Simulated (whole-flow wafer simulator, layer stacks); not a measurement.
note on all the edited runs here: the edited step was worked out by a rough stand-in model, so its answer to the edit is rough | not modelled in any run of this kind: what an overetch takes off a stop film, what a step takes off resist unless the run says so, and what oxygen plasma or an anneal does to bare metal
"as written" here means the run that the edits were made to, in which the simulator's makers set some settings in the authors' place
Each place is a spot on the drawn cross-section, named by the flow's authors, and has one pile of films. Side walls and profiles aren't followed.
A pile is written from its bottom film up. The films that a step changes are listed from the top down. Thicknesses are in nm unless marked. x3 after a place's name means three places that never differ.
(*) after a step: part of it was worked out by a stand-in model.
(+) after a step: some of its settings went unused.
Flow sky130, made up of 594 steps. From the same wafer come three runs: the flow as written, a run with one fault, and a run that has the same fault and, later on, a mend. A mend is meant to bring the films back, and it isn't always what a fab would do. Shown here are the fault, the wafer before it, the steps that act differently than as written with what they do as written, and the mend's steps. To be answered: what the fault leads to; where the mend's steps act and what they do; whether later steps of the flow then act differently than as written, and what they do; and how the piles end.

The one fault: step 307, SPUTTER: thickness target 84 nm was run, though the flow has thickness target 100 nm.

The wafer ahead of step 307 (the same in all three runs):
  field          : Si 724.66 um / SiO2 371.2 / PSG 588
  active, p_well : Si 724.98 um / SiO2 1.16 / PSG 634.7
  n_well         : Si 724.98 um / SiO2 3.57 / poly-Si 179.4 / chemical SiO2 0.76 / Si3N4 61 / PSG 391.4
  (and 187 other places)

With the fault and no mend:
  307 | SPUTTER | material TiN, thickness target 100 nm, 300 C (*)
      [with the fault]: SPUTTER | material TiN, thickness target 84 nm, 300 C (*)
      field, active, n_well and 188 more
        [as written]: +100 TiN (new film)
        [with the fault]: +84 TiN (new film)
  Later steps of the flow acting differently than as written (not shown: 1 more step that differs only slightly, by at most 2% or 0.5 nm, whichever is larger):
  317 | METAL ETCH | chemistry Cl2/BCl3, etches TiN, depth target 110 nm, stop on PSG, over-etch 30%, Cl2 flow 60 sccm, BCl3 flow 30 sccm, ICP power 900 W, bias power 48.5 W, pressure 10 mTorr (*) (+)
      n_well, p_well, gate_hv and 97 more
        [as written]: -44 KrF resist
        [with the fault]: -43 KrF resist
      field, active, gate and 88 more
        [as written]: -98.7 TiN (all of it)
        [with the fault]: -82.7 TiN (all of it)
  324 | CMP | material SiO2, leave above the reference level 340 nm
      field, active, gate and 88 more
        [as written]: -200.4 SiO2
        [with the fault]: -216.4 SiO2
  At n_well, p_well, gate_hv and 106 more, the piles at the end differ from the flow's by more than 2% or 0.5 nm, whichever is larger.
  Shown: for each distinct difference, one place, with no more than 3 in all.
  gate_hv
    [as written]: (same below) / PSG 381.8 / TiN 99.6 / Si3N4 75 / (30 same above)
    [with the fault]: (same below) / PSG 381.8 / TiN 83.6 / Si3N4 75 / (30 same above)
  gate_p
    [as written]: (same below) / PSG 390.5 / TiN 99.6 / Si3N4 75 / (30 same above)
    [with the fault]: (same below) / PSG 390.5 / TiN 83.6 / Si3N4 75 / (30 same above)
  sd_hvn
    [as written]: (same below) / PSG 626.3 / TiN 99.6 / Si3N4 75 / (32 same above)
    [with the fault]: (same below) / PSG 626.3 / TiN 83.6 / Si3N4 75 / (32 same above)

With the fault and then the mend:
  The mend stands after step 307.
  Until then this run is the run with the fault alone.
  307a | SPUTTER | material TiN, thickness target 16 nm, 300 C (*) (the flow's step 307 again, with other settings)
      field, active, n_well and 188 more
        +16 TiN
  Every later step of the flow that is run acts as written, at every place that is followed, to within 2% or 0.5 nm, whichever is larger.
  At every place that both follow, the piles at the end match the flow's.
